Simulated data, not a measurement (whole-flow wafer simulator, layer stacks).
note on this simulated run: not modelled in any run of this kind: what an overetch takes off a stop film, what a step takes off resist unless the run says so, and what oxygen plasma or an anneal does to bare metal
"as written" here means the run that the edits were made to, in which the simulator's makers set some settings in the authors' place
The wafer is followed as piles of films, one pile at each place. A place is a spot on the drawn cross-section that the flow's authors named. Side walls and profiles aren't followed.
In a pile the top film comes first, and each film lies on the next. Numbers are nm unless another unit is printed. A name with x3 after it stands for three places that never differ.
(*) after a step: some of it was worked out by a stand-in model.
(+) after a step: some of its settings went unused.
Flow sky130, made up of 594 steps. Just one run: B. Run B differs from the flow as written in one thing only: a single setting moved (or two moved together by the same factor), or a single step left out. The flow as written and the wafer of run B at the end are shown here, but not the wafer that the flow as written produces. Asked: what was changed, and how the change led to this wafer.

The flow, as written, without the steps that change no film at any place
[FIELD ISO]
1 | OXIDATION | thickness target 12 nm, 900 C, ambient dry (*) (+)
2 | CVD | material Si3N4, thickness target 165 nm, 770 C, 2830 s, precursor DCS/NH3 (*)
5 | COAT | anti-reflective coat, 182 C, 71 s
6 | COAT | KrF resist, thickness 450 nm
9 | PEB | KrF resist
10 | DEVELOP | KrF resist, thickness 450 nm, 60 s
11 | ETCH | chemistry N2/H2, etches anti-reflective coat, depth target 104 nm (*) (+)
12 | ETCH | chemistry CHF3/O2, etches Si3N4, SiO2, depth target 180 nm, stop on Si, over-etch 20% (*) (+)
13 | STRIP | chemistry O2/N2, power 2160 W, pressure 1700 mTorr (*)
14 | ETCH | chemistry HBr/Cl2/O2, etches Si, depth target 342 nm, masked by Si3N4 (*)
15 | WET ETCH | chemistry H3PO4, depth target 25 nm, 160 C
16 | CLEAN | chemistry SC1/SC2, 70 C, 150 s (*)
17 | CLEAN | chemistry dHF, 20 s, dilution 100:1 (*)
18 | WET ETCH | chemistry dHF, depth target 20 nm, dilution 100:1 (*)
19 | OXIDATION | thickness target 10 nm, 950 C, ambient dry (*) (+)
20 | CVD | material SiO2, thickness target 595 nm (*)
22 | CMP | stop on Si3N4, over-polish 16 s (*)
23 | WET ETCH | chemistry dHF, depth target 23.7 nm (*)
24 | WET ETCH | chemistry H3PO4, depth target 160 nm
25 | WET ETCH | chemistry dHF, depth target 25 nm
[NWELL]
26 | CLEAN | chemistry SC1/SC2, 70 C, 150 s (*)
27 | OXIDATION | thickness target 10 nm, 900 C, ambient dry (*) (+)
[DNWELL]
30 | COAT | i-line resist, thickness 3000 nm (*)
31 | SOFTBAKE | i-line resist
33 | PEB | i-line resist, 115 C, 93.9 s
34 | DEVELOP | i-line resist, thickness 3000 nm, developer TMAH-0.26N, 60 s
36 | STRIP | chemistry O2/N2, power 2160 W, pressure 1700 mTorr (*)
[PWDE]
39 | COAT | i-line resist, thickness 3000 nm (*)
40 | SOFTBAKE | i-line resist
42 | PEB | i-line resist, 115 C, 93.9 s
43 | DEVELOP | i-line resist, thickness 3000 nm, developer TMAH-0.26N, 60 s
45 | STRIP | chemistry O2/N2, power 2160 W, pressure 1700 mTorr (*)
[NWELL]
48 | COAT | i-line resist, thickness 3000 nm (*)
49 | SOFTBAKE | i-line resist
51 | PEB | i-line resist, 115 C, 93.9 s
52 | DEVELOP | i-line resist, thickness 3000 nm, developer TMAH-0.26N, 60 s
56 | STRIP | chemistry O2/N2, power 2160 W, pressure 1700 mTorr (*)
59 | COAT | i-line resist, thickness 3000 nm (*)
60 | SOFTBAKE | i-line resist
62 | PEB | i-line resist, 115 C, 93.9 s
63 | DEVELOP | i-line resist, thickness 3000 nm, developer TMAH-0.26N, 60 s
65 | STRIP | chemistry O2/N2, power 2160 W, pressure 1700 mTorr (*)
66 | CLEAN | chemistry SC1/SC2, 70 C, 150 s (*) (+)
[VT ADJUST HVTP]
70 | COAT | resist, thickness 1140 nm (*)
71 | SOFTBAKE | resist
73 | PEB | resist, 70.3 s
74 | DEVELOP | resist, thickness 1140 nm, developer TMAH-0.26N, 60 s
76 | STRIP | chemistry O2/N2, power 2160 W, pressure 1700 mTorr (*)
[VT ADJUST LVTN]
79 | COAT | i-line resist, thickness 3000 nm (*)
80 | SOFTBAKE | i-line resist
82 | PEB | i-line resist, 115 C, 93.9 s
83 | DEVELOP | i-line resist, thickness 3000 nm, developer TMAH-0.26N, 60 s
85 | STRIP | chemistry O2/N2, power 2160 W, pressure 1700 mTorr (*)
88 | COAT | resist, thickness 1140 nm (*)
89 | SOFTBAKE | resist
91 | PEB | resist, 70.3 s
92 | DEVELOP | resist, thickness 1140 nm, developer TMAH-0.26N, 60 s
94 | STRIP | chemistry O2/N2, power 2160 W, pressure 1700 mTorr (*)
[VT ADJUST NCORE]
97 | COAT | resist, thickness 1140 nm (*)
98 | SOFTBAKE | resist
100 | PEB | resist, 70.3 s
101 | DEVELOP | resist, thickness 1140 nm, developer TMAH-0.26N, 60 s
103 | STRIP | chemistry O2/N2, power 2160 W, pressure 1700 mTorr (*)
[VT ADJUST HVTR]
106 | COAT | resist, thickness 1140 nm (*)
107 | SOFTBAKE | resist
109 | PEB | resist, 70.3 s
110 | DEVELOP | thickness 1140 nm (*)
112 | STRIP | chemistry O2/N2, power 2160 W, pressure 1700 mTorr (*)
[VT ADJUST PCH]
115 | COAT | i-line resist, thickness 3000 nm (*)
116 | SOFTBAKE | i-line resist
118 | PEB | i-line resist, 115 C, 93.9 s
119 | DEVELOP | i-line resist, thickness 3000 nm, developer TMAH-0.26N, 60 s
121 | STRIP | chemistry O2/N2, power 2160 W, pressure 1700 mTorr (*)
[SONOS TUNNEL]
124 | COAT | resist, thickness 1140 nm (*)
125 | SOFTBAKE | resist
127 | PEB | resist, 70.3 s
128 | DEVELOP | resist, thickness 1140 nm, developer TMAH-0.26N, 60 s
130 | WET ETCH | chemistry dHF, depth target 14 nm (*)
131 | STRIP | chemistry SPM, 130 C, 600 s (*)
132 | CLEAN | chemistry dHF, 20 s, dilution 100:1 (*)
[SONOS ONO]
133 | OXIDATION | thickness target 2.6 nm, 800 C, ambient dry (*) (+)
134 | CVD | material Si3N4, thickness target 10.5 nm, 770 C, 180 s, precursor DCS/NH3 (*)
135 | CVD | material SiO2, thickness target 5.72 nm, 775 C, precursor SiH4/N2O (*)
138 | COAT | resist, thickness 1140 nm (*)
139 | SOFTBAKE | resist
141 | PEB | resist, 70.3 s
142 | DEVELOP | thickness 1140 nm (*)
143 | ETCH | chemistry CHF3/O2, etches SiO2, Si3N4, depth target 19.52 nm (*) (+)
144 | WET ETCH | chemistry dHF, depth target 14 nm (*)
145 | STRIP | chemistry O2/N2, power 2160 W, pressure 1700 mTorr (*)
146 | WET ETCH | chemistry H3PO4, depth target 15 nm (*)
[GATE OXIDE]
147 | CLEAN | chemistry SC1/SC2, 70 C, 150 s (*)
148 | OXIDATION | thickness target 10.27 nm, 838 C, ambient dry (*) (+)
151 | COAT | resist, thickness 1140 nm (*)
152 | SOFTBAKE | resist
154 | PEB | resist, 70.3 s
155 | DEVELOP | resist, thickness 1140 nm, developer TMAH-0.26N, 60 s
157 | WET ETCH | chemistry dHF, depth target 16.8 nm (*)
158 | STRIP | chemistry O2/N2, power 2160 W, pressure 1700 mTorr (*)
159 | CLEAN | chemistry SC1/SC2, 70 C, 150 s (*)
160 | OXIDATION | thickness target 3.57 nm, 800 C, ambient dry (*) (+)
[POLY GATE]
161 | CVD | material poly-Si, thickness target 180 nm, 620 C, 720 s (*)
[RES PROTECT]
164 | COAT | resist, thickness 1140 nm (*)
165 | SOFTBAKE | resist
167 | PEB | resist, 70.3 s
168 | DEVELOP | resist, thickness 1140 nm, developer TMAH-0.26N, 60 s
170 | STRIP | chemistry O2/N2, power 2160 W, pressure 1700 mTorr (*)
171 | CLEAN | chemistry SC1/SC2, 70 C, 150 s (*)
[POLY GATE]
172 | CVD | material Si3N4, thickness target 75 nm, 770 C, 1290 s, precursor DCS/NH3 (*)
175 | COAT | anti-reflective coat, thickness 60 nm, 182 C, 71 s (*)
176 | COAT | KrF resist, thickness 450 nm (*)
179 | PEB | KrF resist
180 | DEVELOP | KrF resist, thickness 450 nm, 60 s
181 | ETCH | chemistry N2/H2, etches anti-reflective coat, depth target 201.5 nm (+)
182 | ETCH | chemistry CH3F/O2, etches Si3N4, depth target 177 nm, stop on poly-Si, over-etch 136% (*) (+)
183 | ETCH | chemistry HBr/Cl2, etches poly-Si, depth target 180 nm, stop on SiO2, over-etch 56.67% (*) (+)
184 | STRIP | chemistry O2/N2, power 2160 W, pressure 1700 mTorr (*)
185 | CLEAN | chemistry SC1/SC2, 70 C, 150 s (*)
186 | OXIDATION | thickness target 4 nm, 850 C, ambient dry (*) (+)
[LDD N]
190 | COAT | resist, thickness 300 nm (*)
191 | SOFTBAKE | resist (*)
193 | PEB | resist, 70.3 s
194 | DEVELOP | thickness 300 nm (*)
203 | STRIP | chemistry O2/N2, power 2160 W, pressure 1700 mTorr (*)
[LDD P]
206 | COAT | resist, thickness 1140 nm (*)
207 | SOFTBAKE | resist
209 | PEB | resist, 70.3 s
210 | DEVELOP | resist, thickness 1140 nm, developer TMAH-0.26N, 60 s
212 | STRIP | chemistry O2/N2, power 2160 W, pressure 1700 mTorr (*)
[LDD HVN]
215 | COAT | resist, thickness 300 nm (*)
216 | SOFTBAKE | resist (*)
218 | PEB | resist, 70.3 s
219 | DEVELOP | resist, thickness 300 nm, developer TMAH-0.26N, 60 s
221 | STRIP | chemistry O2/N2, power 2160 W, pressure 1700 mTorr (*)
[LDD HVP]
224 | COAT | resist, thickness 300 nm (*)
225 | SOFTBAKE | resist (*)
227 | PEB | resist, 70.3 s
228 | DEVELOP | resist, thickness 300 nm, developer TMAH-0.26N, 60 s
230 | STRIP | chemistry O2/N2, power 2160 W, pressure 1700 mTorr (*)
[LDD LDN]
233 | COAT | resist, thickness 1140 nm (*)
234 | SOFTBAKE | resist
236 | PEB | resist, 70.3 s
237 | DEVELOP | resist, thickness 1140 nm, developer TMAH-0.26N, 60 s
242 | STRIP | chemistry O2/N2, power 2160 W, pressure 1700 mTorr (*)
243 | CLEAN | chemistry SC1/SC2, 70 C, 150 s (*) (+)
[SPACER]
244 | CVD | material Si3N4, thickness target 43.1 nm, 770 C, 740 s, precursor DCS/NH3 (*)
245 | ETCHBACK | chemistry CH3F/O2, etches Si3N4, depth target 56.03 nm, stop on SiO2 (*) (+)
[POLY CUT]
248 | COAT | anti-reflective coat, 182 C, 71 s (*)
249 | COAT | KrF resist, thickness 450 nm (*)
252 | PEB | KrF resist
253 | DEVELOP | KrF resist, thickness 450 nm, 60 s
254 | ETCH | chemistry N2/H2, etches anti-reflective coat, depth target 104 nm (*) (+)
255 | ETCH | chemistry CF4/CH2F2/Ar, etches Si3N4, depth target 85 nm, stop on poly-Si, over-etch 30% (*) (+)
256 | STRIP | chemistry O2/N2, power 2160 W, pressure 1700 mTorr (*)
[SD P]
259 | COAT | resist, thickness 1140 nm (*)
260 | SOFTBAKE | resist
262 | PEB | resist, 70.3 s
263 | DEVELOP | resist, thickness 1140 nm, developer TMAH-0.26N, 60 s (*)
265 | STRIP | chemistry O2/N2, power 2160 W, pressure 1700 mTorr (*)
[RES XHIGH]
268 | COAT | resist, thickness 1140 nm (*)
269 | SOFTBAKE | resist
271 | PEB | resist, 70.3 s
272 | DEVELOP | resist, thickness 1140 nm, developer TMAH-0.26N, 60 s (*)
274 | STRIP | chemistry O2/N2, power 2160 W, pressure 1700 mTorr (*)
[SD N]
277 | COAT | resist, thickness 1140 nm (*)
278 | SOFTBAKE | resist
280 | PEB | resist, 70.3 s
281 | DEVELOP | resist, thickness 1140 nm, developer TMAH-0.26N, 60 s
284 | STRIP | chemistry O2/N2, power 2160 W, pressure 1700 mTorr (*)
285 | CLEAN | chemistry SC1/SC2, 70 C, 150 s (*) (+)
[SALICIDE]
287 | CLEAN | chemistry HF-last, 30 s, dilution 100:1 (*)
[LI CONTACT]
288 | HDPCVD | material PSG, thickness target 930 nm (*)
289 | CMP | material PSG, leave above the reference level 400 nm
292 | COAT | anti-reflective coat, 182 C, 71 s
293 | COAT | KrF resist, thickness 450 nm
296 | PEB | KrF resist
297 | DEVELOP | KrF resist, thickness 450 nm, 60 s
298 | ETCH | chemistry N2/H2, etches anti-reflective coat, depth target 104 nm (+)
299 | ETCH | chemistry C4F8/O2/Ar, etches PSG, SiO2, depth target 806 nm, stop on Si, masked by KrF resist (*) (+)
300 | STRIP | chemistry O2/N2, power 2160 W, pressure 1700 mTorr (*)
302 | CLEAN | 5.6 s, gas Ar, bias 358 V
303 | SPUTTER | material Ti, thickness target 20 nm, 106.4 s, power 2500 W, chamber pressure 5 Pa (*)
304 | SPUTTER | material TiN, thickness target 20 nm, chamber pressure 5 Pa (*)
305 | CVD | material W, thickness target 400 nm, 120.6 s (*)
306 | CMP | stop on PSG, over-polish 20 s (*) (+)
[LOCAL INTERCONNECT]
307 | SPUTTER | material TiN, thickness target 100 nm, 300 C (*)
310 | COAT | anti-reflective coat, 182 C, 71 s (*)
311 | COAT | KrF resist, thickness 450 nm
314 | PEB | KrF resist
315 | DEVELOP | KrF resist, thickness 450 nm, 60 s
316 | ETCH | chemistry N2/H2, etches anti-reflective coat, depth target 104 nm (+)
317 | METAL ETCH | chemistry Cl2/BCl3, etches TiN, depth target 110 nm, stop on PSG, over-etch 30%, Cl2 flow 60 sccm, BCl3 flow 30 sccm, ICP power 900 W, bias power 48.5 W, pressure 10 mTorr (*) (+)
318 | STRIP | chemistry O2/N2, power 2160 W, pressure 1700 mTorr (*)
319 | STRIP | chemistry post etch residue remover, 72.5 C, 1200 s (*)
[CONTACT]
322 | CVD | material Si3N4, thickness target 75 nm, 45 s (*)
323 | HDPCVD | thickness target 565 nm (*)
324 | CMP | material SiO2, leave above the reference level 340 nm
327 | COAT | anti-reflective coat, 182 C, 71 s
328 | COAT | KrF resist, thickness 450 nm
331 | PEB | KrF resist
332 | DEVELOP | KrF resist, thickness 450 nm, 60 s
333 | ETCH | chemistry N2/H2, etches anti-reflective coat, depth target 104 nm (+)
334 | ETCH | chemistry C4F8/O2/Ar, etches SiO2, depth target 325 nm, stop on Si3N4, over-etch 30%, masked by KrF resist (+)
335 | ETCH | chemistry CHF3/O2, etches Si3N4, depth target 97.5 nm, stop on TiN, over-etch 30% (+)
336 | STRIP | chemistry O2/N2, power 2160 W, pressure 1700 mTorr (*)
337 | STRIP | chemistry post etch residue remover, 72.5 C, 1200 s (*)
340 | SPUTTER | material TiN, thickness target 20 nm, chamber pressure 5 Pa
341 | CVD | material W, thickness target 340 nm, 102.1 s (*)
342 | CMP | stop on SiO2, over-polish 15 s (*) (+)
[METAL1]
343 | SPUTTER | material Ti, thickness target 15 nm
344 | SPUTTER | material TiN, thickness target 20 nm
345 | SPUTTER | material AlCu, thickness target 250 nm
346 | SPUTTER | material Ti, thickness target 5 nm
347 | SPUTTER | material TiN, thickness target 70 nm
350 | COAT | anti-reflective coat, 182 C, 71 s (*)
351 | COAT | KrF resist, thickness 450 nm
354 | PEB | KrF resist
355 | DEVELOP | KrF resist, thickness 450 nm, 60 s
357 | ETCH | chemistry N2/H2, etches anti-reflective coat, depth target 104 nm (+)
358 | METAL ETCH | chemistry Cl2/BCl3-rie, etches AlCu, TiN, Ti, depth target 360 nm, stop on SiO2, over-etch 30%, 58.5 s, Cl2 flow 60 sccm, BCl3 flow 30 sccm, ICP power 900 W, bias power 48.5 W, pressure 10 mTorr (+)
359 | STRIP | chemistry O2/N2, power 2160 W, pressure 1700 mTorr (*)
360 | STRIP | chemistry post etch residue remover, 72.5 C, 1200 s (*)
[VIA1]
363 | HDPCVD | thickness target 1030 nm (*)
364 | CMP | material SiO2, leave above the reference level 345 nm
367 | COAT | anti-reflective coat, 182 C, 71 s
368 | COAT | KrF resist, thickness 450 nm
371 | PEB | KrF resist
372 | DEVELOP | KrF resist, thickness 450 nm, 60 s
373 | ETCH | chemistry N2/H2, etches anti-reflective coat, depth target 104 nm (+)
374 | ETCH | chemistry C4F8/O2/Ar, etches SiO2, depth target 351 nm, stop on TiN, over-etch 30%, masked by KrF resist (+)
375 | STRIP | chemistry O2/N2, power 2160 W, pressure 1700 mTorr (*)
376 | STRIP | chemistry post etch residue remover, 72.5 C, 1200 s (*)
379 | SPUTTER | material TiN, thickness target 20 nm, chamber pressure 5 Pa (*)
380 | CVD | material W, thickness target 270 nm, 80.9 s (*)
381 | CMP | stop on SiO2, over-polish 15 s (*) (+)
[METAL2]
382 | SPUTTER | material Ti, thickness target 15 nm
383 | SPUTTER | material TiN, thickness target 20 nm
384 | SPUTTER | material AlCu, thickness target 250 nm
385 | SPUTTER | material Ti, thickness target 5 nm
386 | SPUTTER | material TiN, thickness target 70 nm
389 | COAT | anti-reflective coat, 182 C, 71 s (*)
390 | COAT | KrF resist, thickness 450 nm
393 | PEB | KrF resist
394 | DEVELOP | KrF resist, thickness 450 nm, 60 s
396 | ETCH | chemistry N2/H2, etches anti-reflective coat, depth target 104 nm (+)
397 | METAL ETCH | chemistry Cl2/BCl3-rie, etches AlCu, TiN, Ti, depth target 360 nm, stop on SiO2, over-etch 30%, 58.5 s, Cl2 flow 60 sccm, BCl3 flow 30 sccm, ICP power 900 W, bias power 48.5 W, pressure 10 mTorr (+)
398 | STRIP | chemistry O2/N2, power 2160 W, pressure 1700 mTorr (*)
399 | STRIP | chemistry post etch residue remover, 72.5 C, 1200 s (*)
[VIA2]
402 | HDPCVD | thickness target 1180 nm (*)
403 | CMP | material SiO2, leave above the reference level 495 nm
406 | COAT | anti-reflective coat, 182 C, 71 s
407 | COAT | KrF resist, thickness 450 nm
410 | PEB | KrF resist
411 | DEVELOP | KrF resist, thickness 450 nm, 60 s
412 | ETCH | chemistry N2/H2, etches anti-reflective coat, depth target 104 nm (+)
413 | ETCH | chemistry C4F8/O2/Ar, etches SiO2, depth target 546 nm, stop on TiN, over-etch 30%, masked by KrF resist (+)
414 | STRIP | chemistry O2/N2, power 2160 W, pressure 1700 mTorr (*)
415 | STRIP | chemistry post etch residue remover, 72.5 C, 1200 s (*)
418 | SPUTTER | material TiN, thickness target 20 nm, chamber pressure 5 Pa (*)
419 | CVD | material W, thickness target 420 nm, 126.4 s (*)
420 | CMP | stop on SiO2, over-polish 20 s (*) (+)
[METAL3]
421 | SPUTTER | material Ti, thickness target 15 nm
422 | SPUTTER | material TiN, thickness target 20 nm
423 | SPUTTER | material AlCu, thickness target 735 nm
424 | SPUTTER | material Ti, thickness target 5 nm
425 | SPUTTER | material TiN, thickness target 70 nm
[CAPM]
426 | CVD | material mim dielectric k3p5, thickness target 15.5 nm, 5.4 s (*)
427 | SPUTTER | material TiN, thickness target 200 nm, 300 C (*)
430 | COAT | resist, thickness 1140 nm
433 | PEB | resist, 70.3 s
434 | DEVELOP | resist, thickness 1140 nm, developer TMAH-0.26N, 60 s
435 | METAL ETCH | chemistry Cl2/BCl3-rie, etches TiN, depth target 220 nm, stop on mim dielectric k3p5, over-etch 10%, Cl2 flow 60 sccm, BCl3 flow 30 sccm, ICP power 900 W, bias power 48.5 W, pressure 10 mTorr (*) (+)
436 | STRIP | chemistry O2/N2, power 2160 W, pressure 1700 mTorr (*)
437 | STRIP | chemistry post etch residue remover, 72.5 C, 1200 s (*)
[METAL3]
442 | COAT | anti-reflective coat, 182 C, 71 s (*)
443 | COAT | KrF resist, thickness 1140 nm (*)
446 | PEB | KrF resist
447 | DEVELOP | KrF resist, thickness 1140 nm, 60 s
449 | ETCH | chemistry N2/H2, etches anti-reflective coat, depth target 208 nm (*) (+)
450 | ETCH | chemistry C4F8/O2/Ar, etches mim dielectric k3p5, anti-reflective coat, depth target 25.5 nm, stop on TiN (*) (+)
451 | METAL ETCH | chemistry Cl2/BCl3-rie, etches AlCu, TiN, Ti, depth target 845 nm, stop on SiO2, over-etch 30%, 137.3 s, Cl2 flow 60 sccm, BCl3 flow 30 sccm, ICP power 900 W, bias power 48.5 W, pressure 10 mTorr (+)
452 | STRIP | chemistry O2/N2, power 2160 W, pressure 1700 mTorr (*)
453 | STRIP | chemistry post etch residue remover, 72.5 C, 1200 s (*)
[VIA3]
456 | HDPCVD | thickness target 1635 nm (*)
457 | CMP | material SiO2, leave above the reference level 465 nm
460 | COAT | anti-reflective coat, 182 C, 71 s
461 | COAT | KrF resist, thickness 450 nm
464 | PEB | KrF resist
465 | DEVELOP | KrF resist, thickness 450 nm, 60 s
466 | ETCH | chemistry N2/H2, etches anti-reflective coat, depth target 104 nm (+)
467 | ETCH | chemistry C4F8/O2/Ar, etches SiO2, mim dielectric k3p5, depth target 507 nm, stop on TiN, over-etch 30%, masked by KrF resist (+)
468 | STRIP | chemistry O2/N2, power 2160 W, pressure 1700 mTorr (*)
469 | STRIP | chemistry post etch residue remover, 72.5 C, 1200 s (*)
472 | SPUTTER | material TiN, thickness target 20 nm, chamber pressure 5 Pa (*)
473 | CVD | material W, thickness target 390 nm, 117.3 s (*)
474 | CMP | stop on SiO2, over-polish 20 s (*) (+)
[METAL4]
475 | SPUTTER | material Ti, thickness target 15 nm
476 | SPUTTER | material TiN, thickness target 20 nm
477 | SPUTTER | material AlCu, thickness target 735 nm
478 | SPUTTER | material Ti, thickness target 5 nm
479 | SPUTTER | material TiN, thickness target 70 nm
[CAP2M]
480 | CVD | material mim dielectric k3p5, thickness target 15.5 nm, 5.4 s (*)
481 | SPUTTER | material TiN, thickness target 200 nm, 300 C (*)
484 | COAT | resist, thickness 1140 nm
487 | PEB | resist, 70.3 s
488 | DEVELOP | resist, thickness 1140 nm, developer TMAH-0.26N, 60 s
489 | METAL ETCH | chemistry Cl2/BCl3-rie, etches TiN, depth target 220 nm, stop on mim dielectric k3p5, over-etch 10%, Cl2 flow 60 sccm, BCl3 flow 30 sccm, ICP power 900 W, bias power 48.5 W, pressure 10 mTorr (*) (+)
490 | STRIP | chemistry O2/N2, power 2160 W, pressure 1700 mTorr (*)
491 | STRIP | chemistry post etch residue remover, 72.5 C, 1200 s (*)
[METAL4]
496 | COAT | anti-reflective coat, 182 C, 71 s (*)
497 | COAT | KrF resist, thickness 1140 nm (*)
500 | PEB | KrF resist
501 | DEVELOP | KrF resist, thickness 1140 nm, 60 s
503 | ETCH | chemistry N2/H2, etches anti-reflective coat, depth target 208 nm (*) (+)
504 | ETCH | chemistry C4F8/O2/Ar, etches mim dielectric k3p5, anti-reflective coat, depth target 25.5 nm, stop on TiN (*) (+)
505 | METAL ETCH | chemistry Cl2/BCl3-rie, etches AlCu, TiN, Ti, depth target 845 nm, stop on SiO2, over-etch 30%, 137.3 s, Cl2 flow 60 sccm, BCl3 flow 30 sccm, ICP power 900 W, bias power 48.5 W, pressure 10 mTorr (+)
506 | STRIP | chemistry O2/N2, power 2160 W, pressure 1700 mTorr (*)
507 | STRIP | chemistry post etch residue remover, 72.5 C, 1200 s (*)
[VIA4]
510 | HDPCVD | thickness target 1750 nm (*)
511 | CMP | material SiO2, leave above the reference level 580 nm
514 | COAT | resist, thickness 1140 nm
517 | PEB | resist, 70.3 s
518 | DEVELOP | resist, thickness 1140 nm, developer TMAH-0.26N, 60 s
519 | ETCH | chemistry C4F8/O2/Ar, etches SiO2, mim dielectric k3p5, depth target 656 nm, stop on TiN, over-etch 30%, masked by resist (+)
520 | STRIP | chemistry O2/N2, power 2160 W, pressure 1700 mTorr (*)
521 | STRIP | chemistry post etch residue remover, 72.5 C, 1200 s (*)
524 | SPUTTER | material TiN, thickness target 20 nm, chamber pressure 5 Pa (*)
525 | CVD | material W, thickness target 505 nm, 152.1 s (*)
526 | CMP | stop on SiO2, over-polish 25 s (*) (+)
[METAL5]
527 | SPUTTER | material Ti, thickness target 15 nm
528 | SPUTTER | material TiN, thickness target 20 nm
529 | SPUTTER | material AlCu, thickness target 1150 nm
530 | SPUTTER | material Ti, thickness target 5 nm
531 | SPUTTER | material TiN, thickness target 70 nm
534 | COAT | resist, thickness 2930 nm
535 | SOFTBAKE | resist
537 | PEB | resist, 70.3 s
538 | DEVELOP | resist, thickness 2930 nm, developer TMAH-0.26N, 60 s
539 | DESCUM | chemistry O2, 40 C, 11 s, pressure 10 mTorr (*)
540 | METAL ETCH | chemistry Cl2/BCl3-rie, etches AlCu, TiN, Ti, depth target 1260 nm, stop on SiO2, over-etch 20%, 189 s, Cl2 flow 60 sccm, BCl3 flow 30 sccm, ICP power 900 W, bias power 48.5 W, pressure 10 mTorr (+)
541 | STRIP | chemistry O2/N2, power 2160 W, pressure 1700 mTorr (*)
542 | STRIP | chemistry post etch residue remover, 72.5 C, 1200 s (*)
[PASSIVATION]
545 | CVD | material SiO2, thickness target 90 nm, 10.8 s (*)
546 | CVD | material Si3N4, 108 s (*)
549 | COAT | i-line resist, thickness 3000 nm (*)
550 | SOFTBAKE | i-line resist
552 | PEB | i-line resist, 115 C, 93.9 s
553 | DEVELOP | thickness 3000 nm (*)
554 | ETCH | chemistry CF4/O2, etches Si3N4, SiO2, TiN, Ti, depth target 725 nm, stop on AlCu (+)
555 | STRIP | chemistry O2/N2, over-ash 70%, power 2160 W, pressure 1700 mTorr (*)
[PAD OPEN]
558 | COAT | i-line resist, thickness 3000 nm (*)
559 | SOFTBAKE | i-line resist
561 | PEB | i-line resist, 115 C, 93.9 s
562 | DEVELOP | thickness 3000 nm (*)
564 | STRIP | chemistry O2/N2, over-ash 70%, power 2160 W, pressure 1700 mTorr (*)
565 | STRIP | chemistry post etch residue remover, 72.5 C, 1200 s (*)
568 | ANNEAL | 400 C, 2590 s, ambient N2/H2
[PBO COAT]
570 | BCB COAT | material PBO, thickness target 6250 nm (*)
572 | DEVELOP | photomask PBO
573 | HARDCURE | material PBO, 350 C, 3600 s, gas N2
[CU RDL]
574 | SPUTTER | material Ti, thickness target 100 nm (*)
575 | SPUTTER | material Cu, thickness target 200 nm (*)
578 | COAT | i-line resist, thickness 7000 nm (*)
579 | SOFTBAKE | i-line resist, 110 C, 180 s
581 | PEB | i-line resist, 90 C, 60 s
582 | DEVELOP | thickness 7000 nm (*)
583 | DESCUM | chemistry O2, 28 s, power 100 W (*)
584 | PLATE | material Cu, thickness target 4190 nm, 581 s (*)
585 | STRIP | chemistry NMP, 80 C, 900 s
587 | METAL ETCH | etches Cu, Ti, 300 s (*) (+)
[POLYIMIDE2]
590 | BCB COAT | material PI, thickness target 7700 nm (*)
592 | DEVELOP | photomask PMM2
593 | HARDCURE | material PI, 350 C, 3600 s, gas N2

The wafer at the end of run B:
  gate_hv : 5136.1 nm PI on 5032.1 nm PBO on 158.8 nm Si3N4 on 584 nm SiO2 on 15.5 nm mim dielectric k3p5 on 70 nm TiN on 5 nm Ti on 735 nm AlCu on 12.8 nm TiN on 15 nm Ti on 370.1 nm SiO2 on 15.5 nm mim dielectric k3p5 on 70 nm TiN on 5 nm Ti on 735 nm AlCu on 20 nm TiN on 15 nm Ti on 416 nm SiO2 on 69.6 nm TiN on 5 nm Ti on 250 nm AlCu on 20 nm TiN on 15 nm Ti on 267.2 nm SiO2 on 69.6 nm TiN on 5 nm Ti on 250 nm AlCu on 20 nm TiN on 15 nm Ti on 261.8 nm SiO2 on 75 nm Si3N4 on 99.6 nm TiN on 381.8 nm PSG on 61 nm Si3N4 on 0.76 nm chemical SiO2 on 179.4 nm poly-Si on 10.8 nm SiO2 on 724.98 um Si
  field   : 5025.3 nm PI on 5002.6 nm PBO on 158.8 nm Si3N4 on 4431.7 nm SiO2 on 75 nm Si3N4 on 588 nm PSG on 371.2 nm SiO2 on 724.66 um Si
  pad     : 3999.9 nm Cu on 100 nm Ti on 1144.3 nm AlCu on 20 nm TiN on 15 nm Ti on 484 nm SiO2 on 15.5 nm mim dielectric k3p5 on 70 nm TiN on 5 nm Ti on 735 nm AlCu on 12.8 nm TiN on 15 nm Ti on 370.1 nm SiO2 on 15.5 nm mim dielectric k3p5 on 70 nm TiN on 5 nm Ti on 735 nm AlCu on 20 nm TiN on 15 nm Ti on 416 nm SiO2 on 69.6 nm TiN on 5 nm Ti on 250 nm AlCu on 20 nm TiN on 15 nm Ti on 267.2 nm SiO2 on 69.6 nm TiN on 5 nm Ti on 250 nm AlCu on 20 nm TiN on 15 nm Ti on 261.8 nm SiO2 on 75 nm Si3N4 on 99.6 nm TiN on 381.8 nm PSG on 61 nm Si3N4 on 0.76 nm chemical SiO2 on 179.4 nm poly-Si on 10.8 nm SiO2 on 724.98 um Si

Cause: step 476, SPUTTER: thickness target 12.8 nm was run, while the flow as written has thickness target 20 nm.
The wafer itself shows it: gate_hv has TiN 12.8, and step 476 as written asks for 20 nm.

The path from the change to this, step by step:
  476 | SPUTTER | material TiN, thickness target 20 nm
      field, active, n_well and 189 more: +12.8 TiN (new film) (as written it would have been: +20 TiN (new film))
  505 | METAL ETCH | chemistry Cl2/BCl3-rie, etches AlCu, TiN, Ti, depth target 845 nm, stop on SiO2, over-etch 30%, 137.3 s, Cl2 flow 60 sccm, BCl3 flow 30 sccm, ICP power 900 W, bias power 48.5 W, pressure 10 mTorr (+)
      field, gate, spacer and 68 more: -70 TiN (all of it), -5 Ti (all of it), -735 AlCu (all of it), -12.8 TiN (all of it), -15 Ti (all of it), -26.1 SiO2 (as written it would have been: -70 TiN (all of it), -5 Ti (all of it), -735 AlCu (all of it), -20 TiN (all of it), -15 Ti (all of it), -25.4 SiO2)
      active, vpp_iso1, mim_edge_plate and 14 more: -70 TiN (all of it), -5 Ti (all of it), -735 AlCu (all of it), -12.8 TiN (all of it), -15 Ti (all of it), -26.1 SiO2 (as written it would have been: -70 TiN (all of it), -5 Ti (all of it), -735 AlCu (all of it), -20 TiN (all of it), -15 Ti (all of it), -25.3 SiO2)
